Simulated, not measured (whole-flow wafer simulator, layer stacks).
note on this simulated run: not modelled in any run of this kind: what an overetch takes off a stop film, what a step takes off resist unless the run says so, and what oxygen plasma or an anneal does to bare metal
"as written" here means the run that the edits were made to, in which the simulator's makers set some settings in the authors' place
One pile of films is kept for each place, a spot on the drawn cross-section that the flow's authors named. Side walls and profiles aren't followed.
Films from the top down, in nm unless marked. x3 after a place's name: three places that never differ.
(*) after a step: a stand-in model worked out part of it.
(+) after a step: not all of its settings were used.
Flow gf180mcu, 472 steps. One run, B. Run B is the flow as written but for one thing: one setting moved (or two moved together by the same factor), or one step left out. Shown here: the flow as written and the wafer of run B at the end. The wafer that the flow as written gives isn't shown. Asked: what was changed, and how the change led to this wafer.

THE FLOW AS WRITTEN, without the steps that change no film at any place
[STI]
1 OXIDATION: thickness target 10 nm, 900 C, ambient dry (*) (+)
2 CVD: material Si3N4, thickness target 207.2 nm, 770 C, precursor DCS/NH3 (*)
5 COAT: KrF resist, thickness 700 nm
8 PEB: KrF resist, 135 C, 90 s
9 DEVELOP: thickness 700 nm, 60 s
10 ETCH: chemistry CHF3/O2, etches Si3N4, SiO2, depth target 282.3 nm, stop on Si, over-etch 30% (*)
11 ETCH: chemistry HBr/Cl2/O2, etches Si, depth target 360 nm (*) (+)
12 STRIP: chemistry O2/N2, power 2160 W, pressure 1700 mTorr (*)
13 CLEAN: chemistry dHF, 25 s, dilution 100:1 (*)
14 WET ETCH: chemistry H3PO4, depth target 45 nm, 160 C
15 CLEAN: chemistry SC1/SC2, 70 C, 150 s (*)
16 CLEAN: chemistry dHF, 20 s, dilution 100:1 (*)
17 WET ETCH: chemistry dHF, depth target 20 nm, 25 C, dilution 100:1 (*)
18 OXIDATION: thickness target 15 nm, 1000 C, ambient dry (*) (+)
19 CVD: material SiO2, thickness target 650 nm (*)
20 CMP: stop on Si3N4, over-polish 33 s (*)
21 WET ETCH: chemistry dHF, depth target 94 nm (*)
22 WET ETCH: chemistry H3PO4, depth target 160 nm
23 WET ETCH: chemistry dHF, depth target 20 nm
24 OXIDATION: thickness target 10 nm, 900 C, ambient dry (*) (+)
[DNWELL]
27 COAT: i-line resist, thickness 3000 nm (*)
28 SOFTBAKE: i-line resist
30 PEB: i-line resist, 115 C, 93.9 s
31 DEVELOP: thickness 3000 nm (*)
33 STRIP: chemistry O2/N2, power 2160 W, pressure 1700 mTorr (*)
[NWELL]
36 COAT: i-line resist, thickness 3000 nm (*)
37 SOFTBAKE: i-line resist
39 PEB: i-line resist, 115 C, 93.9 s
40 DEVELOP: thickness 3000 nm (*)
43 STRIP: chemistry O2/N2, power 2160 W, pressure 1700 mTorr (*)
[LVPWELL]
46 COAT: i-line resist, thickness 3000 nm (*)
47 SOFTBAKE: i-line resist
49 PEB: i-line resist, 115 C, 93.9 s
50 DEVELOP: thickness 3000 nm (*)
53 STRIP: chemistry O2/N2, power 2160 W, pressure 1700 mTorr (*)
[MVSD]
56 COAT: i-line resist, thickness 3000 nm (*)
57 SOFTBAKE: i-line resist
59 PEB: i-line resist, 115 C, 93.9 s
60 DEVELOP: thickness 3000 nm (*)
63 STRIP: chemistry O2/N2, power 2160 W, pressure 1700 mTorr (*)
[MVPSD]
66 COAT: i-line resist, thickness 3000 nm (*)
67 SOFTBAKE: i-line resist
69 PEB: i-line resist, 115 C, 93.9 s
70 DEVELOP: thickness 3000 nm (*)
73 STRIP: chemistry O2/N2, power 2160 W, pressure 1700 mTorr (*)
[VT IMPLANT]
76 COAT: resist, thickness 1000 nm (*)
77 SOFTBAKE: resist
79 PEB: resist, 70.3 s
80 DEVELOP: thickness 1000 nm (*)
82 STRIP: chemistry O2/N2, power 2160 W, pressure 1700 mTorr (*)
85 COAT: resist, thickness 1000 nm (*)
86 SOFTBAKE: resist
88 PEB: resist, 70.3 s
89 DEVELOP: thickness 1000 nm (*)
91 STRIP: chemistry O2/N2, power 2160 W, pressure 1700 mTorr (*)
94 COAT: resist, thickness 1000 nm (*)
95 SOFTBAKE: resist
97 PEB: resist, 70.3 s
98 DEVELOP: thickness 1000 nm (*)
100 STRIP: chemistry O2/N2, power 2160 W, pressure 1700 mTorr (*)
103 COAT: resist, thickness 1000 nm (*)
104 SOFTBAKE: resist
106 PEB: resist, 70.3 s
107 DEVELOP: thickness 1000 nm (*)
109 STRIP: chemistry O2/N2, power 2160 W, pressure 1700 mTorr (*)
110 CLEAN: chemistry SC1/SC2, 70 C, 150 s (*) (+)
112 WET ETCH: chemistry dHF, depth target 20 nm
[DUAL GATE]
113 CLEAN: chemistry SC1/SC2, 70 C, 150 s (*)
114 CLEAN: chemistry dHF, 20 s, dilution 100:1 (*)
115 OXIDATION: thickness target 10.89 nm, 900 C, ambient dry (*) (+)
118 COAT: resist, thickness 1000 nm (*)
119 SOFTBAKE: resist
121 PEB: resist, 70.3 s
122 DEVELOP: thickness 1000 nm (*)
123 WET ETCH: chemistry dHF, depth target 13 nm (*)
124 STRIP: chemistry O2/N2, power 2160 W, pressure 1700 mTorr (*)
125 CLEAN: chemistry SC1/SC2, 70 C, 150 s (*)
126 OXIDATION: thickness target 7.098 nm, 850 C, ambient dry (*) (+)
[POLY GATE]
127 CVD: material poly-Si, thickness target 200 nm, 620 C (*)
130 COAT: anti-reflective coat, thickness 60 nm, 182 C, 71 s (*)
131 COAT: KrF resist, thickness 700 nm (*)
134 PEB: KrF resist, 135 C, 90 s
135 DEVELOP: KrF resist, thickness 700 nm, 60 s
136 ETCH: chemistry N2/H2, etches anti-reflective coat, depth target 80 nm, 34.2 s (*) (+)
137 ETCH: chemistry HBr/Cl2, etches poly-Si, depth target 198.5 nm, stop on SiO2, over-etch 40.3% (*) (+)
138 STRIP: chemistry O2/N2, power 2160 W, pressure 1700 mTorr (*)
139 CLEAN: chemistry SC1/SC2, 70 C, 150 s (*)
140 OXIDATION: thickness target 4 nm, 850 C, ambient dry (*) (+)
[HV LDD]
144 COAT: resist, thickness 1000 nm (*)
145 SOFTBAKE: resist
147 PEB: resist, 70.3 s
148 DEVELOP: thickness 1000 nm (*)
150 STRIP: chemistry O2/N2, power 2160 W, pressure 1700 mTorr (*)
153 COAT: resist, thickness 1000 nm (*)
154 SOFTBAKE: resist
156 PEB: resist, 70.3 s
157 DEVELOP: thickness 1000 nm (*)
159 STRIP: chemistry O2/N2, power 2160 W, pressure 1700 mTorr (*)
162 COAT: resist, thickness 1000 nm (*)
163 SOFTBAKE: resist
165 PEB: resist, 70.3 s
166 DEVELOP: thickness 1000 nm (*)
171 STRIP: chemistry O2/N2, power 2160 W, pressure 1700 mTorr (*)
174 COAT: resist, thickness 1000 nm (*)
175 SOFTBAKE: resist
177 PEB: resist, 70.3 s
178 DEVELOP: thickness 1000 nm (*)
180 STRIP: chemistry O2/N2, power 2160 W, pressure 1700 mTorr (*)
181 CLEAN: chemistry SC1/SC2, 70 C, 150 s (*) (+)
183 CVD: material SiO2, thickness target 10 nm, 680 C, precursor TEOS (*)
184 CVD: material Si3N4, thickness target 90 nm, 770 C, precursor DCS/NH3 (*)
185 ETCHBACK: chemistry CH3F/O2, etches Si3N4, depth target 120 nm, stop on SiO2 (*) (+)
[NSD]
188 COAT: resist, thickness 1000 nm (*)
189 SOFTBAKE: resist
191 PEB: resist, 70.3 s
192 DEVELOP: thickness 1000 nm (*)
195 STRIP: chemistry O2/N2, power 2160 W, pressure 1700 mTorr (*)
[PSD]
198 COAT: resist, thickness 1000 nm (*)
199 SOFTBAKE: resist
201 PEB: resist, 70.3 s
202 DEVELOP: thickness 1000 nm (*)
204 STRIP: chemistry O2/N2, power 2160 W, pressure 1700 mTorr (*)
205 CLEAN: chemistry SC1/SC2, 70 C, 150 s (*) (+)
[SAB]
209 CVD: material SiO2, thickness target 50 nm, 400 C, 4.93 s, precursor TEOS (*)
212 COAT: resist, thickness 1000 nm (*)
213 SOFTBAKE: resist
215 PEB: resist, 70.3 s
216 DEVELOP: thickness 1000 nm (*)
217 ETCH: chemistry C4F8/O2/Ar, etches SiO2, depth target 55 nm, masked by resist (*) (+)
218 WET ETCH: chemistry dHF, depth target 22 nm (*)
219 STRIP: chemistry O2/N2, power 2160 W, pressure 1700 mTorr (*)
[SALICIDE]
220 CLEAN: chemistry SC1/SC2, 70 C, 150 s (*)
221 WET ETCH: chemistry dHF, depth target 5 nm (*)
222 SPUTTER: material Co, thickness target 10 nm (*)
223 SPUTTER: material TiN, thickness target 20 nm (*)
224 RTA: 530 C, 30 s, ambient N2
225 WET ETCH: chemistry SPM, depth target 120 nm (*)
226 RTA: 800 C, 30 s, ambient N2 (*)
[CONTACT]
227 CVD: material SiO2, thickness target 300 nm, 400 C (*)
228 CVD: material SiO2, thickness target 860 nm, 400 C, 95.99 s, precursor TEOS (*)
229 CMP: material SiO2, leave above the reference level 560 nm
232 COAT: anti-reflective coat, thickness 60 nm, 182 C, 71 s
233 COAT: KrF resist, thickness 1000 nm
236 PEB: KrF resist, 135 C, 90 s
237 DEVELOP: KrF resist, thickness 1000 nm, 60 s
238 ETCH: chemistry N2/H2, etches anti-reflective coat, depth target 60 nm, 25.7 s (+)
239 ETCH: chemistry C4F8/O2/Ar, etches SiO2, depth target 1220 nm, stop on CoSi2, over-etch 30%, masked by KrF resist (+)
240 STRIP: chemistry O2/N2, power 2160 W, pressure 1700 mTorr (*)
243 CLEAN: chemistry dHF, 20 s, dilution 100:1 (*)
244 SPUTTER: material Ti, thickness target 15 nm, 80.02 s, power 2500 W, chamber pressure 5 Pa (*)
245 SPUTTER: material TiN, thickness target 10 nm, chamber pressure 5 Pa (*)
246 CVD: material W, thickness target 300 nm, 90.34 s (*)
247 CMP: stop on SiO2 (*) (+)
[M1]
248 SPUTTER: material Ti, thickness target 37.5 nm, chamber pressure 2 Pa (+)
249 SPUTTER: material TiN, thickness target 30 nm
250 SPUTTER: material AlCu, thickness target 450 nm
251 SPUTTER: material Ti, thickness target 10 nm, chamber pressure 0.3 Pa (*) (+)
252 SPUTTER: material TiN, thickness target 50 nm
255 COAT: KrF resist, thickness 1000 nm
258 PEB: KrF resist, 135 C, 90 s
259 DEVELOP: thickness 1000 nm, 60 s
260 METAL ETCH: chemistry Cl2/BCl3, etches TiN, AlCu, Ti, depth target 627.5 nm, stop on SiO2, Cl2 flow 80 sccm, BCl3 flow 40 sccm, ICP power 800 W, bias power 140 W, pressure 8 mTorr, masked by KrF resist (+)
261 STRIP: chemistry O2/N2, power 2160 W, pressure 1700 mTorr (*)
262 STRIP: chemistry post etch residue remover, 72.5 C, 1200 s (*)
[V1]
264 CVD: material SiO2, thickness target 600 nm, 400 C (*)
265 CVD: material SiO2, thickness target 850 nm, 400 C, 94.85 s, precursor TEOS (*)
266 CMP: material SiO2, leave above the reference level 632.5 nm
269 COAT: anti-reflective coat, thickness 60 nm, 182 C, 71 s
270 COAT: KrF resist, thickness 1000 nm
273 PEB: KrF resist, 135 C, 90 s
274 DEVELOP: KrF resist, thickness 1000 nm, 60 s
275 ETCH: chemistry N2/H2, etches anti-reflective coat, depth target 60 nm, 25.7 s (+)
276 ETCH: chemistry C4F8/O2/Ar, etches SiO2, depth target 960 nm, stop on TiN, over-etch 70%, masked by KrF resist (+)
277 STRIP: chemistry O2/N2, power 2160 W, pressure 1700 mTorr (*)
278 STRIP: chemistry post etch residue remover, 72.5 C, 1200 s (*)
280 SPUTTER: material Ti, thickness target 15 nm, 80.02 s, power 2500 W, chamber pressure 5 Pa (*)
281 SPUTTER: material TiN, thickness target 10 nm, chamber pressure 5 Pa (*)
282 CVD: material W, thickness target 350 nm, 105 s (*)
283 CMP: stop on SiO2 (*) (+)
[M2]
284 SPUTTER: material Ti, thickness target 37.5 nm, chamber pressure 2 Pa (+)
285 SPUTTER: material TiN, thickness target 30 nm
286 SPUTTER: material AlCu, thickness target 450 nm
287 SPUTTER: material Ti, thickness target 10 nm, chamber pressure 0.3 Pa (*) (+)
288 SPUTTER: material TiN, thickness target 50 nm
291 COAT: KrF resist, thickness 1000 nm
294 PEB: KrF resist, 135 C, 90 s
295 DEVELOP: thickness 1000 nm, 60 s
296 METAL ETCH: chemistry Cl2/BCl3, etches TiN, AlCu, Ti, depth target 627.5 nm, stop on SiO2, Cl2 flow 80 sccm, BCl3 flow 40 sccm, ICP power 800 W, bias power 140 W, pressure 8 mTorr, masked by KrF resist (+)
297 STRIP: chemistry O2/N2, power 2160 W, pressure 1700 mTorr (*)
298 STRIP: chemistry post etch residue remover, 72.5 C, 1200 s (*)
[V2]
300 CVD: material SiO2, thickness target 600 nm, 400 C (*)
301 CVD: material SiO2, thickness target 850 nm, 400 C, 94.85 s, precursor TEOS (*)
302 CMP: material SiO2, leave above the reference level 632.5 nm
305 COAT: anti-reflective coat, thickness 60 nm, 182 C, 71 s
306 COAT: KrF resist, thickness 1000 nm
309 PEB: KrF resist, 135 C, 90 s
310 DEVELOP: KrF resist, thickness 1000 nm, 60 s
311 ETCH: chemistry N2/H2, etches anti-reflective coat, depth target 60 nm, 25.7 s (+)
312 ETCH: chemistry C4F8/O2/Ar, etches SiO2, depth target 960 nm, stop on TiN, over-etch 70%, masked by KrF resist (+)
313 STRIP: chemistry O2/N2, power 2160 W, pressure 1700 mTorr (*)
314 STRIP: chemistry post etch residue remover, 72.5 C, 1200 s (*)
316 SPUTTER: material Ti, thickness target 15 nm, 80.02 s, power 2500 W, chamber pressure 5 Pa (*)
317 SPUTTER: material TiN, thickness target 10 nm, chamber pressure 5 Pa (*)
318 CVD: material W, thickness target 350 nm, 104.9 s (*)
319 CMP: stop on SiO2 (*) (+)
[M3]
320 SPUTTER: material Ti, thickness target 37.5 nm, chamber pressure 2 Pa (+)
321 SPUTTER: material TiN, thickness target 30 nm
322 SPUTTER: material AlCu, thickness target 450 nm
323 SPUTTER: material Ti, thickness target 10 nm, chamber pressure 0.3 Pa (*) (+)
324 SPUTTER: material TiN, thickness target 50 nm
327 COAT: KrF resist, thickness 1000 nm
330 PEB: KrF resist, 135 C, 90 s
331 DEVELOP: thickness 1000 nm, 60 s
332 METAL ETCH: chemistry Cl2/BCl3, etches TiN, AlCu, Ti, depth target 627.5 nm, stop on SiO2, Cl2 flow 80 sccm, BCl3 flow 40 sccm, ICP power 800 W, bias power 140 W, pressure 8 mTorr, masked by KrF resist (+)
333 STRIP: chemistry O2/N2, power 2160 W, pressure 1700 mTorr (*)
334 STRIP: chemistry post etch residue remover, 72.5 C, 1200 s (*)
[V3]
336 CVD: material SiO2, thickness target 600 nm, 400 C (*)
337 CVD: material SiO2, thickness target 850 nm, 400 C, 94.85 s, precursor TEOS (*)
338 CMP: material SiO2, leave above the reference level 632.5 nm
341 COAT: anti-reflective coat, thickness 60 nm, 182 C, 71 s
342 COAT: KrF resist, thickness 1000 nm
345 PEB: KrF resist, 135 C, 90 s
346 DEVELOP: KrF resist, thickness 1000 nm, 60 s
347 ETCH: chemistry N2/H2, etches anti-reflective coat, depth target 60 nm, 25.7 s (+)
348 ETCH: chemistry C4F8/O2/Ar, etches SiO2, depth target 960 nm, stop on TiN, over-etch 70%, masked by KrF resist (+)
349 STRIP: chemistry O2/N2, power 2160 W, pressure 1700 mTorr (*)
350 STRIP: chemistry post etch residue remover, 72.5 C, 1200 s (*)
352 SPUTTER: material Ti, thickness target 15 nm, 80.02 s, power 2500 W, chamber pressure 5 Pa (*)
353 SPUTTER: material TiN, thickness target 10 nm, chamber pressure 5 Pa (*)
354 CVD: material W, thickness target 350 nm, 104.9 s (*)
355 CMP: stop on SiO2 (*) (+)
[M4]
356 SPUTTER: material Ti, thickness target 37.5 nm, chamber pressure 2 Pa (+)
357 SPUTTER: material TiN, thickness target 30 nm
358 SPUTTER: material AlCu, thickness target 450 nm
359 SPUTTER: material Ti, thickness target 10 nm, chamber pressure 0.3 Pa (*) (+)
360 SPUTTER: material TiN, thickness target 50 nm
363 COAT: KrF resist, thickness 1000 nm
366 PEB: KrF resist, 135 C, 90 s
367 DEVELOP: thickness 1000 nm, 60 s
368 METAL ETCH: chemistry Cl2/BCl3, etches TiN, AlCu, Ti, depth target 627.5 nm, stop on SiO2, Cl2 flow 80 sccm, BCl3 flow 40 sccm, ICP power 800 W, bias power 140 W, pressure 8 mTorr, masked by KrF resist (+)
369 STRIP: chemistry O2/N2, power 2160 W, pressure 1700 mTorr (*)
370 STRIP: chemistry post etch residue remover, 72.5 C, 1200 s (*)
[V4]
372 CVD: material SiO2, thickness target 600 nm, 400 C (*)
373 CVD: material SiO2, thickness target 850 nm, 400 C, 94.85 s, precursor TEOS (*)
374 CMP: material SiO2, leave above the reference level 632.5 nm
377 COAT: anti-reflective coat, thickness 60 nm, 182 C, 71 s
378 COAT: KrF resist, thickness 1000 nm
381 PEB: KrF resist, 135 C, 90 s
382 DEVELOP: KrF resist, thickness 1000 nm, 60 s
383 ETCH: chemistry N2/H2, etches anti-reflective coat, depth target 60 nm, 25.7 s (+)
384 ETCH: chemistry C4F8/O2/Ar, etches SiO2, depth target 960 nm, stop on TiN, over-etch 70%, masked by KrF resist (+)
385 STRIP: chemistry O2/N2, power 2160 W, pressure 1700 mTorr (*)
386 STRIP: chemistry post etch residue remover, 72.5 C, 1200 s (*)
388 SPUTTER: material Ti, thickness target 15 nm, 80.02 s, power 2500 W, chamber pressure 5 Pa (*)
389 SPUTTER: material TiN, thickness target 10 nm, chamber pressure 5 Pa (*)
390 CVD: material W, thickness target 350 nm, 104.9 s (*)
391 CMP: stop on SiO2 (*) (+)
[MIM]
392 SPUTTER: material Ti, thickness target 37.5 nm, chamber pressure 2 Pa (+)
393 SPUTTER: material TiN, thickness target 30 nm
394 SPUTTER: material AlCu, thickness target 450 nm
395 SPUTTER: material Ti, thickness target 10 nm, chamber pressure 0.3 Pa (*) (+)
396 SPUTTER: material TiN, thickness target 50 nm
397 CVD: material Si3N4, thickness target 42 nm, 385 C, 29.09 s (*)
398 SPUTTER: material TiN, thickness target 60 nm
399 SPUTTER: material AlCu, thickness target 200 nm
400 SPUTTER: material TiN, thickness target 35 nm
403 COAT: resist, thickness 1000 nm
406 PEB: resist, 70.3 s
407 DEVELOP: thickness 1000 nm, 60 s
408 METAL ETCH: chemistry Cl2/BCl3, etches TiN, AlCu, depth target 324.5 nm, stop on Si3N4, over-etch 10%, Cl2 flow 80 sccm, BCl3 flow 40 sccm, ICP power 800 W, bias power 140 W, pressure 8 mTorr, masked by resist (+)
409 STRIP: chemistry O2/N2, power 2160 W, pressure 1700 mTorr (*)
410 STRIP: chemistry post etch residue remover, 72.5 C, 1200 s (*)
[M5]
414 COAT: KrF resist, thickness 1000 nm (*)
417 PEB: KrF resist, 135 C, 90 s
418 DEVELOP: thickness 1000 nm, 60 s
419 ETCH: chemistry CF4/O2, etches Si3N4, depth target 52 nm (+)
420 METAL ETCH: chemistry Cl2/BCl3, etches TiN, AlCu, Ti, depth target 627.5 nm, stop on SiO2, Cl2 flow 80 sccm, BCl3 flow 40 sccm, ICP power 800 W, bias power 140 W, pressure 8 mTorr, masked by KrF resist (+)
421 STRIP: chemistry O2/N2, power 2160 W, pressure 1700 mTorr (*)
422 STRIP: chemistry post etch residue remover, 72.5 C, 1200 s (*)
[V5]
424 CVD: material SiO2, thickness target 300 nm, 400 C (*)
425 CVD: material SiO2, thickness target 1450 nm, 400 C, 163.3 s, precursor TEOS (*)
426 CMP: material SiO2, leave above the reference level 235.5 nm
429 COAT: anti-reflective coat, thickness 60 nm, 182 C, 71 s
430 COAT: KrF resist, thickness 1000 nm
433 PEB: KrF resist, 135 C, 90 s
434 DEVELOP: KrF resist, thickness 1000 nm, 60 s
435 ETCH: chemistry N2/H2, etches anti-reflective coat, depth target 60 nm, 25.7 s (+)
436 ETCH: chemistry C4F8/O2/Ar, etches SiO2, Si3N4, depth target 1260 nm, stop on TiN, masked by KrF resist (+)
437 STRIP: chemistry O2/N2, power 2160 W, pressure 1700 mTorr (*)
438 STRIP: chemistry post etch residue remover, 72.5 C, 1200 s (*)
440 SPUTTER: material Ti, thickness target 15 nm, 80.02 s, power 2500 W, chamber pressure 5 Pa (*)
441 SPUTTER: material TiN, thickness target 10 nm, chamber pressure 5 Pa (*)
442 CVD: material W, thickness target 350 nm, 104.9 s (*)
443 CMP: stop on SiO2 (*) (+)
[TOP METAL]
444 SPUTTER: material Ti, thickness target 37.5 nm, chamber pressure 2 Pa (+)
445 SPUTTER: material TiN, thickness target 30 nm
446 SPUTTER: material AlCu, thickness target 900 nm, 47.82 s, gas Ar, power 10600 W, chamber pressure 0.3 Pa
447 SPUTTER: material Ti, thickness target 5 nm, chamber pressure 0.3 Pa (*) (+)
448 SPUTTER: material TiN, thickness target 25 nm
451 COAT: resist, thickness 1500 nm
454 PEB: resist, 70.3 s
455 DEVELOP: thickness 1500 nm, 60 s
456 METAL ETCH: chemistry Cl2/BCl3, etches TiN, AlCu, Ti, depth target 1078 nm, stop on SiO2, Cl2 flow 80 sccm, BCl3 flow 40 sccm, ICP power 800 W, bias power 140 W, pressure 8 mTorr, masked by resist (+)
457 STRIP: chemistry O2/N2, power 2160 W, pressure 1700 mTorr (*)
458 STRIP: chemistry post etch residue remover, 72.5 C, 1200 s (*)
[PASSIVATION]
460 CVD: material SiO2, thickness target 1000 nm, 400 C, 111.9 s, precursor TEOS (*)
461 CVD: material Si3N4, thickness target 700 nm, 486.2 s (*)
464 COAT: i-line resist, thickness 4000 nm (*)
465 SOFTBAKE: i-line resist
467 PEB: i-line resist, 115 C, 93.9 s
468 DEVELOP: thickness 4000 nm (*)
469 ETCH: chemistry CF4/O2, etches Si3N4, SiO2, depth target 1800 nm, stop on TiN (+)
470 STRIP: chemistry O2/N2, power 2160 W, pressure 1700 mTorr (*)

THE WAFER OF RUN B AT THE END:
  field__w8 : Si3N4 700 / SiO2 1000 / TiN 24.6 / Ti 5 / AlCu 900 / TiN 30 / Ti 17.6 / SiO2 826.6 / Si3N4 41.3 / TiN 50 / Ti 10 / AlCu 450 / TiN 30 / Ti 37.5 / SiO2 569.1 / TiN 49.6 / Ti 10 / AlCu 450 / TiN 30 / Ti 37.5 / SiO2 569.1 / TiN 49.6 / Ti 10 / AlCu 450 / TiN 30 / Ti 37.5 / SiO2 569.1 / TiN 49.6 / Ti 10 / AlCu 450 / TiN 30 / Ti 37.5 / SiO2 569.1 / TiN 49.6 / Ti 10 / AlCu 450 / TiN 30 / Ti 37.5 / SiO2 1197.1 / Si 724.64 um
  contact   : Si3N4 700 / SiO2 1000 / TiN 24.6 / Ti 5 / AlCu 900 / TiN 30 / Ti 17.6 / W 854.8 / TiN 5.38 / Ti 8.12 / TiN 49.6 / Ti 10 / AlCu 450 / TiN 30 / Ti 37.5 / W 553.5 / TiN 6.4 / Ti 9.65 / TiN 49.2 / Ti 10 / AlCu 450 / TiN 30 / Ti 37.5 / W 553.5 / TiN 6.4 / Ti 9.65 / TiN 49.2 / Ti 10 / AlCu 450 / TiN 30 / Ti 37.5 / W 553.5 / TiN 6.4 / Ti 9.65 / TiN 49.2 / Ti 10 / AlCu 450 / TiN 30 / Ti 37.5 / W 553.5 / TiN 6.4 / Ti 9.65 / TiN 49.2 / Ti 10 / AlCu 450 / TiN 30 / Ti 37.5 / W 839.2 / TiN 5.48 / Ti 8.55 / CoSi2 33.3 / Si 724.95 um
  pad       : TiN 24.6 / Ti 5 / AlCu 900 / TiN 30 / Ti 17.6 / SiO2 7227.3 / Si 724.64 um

The cause: step 444, SPUTTER: thickness target 17.6 nm was run, where the flow has thickness target 37.5 nm.
It can be read off the wafer: field__w8 has Ti 17.6, and step 444 as written asks for 37.5 nm.

How the change led to this, step by step:
  444 SPUTTER: material Ti, thickness target 37.5 nm, chamber pressure 2 Pa (+)
      field, field__w1, field__w2 and 109 more: Ti +17.6 (new film) (as written it would be: Ti +37.5 (new film))
  456 METAL ETCH: chemistry Cl2/BCl3, etches TiN, AlCu, Ti, depth target 1078 nm, stop on SiO2, Cl2 flow 80 sccm, BCl3 flow 40 sccm, ICP power 800 W, bias power 140 W, pressure 8 mTorr, masked by resist (+)
      field, field__w1, field__w2 and 103 more: TiN -25 (all of it), Ti -5 (all of it), AlCu -900 (all of it), TiN -30 (all of it), Ti -17.6 (all of it) (as written it would be: TiN -25 (all of it), Ti -5 (all of it), AlCu -900 (all of it), TiN -30 (all of it), Ti -37.5 (all of it))
  465 SOFTBAKE: i-line resist
      field__w2, field_sub__w4: i-line resist +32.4 (as written it would be: i-line resist +33.4)
      field__w11, field__w13: i-line resist +36.5 (as written it would be: i-line resist +37.6)
      (and at 59 more places)
